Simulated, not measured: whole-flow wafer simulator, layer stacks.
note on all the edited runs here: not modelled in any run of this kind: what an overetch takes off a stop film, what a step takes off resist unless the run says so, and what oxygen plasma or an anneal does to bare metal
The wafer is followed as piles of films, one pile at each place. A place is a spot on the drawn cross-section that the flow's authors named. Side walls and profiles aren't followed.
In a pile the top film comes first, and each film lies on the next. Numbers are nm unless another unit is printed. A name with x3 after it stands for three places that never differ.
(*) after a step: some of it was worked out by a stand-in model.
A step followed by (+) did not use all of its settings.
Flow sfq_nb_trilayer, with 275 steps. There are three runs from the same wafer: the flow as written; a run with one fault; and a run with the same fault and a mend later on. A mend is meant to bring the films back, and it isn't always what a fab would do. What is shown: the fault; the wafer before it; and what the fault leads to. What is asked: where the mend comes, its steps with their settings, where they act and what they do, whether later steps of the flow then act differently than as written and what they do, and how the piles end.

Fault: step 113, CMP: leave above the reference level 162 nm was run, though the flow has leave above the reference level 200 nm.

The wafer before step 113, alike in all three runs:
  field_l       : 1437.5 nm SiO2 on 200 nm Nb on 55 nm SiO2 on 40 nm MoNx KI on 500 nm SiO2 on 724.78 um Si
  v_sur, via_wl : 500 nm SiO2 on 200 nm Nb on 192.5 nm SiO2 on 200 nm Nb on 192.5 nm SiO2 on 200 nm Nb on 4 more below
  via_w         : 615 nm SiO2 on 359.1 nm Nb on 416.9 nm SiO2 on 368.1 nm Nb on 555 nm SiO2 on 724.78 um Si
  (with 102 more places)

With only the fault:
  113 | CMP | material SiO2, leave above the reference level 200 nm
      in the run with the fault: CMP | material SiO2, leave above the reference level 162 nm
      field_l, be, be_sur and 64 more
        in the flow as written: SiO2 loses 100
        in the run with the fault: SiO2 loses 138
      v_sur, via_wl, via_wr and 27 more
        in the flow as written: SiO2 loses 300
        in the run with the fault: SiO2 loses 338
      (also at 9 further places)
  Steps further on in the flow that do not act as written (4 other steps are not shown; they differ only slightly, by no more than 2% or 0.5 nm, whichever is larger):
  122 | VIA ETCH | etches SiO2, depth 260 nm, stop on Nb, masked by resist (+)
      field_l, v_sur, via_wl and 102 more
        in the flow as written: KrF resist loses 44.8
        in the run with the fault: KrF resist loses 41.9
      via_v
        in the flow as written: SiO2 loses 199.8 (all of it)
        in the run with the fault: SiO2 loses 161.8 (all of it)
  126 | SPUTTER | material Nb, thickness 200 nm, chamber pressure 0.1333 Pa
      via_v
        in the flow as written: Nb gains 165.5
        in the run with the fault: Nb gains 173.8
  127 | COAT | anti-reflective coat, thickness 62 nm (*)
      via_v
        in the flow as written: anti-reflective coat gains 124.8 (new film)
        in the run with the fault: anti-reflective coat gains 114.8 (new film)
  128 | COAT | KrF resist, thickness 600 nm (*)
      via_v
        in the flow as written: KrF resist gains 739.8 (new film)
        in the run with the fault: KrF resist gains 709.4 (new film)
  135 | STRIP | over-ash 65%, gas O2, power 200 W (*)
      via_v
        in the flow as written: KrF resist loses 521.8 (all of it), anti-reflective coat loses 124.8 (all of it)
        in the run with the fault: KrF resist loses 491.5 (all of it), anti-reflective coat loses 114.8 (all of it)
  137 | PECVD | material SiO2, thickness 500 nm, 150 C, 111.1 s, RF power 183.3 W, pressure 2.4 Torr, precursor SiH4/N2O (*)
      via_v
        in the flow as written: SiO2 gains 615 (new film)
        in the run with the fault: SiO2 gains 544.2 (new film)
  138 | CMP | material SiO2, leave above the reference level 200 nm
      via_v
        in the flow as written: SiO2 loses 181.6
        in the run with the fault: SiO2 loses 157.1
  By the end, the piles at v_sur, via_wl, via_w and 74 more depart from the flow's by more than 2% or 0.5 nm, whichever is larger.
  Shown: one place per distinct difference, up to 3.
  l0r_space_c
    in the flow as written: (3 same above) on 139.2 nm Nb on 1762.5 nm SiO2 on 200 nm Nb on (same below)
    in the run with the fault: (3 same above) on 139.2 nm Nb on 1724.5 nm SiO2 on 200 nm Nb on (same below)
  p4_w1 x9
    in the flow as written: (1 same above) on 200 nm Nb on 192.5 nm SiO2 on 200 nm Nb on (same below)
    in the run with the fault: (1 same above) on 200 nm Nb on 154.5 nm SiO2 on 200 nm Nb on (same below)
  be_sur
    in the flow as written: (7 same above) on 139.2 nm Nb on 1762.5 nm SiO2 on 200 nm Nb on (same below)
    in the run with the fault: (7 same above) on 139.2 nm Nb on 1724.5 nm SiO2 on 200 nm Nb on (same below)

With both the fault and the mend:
  The mend stands after step 114.
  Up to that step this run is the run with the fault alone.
  114a | PECVD | material SiO2, thickness 38 nm, 150 C, 8.444 s, RF power 183.3 W, pressure 2.4 Torr, precursor SiH4/N2O (the flow's step 112 again, with other settings)
      field_l, v_sur, via_wl and 103 more
        SiO2 gains 38
  Every later step of the flow that is run acts as written at every place that is followed.
  By the end, the piles equal the flow's at every place that both follow.
